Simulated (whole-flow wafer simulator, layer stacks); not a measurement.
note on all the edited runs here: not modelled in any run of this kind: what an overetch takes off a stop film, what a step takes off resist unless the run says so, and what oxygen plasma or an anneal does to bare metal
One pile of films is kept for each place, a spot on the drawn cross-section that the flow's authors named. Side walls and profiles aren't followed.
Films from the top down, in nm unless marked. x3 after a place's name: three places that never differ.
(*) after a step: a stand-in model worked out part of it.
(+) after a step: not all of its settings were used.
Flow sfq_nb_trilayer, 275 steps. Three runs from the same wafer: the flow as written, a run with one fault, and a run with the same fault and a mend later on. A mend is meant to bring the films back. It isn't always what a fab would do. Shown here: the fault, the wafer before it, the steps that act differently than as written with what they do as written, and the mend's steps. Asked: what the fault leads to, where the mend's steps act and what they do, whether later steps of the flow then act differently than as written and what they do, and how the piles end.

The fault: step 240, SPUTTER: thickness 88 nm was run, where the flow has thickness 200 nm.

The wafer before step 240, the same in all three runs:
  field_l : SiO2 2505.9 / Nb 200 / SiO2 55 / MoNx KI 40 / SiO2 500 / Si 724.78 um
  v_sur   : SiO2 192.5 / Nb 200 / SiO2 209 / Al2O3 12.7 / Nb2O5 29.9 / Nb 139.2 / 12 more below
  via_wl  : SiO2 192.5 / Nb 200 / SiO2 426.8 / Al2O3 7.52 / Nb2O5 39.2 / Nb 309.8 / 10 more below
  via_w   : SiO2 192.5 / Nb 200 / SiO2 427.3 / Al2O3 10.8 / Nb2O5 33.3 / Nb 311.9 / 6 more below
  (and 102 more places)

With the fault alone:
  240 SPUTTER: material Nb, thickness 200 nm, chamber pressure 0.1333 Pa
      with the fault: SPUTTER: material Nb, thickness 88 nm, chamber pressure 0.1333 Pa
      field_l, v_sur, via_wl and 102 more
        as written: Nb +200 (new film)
        with the fault: Nb +88 (new film)
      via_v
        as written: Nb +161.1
        with the fault: Nb +70.7
  Later steps of the flow that act differently than as written (3 more steps differ only slightly, by at most 2% or 0.5 nm, whichever is larger, and aren't shown):
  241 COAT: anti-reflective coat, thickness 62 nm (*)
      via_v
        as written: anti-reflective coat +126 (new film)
        with the fault: anti-reflective coat +119.9 (new film)
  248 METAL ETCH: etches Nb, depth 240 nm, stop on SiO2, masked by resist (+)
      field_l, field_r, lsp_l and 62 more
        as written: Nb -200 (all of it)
        with the fault: Nb -88 (all of it)
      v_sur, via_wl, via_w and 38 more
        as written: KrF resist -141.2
        with the fault: KrF resist -77.6
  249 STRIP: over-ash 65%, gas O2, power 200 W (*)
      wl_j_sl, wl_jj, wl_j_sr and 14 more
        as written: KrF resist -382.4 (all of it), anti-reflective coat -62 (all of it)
        with the fault: KrF resist -445.9 (all of it), anti-reflective coat -62 (all of it)
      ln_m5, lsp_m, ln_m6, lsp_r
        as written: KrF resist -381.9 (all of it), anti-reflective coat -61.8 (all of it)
        with the fault: KrF resist -445.5 (all of it), anti-reflective coat -61.8 (all of it)
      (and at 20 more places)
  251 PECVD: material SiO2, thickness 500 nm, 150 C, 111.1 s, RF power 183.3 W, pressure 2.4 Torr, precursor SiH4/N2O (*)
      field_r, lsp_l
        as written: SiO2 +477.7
        with the fault: SiO2 +490.2
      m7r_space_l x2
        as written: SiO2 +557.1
        with the fault: SiO2 +500
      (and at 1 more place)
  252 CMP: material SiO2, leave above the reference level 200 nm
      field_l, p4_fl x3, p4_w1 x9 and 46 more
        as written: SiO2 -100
        with the fault: SiO2 -212
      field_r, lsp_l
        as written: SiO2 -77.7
        with the fault: SiO2 -202.2
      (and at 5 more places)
  At the end the piles differ from the flow's by more than 2% or 0.5 nm, whichever is larger, at field_l, v_sur, via_wl and 103 more.
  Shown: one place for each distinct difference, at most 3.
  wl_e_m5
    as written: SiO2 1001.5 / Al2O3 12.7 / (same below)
    with the fault: SiO2 889.5 / Al2O3 12.7 / (same below)
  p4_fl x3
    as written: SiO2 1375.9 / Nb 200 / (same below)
    with the fault: SiO2 1263.9 / Nb 200 / (same below)
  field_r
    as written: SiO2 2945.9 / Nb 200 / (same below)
    with the fault: SiO2 2833.9 / Nb 200 / (same below)

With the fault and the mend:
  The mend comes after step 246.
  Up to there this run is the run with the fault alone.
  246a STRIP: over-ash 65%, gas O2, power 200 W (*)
      p4_fl x3, p4_w1 x9, p4_g1 x2 and 46 more
        anti-reflective coat -62 (all of it)
      wl_j_sl, wl_jj, wl_j_sr and 14 more
        KrF resist -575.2 (all of it), anti-reflective coat -62 (all of it)
      field_r, lsp_l, l0_sur, l0v
        anti-reflective coat -61.8 (all of it)
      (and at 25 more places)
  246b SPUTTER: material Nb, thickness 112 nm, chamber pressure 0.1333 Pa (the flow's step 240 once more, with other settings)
      field_l, v_sur, via_wl and 102 more
        Nb +112
      via_v
        Nb +88.5
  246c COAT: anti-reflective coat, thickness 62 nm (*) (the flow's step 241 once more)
      p4_fl x3, p4_w1 x9, p4_g1 x2 and 63 more
        anti-reflective coat +62 (new film)
      moat, field_r, lsp_l and 6 more
        anti-reflective coat +61.8 (new film)
      be_r, r_sur, res, r_end
        anti-reflective coat +61.7 (new film)
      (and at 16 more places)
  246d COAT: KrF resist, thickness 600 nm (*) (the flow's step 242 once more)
      p4_fl x3, p4_w1 x9, p4_g1 x2 and 63 more
        KrF resist +600 (new film)
      field_r, lsp_l, ln_m5, lsp_m, l0v
        KrF resist +599.5 (new film)
      ln_m6, lsp_r, l0_sur
        KrF resist +599.6 (new film)
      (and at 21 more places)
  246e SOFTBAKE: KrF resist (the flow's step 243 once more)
      changes no film at any place that is followed
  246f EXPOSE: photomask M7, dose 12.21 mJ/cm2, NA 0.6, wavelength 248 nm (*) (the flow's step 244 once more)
      changes no film at any place that is followed
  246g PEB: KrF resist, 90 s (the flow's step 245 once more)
      field_l, v_sur, via_wl and 97 more
        KrF resist -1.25
      via_w, via_wr, via_sp, wire, be
        KrF resist -1.24
      via_v
        KrF resist -1.61
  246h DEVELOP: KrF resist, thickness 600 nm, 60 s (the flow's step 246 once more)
      p4_fl x3, p4_w1 x9, p4_g1 x2 and 46 more
        KrF resist -598.7 (all of it)
      v_sur, via_wl, via_w and 38 more
        KrF resist -23.5
      field_r, lsp_l
        KrF resist -598.2 (all of it)
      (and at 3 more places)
  No later step of the flow acts differently than as written, at any place that is followed, by more than 2% or 0.5 nm, whichever is larger.
  At the end the piles differ from the flow's only slightly at the places that both follow, by at most 2% or 0.5 nm, whichever is larger.
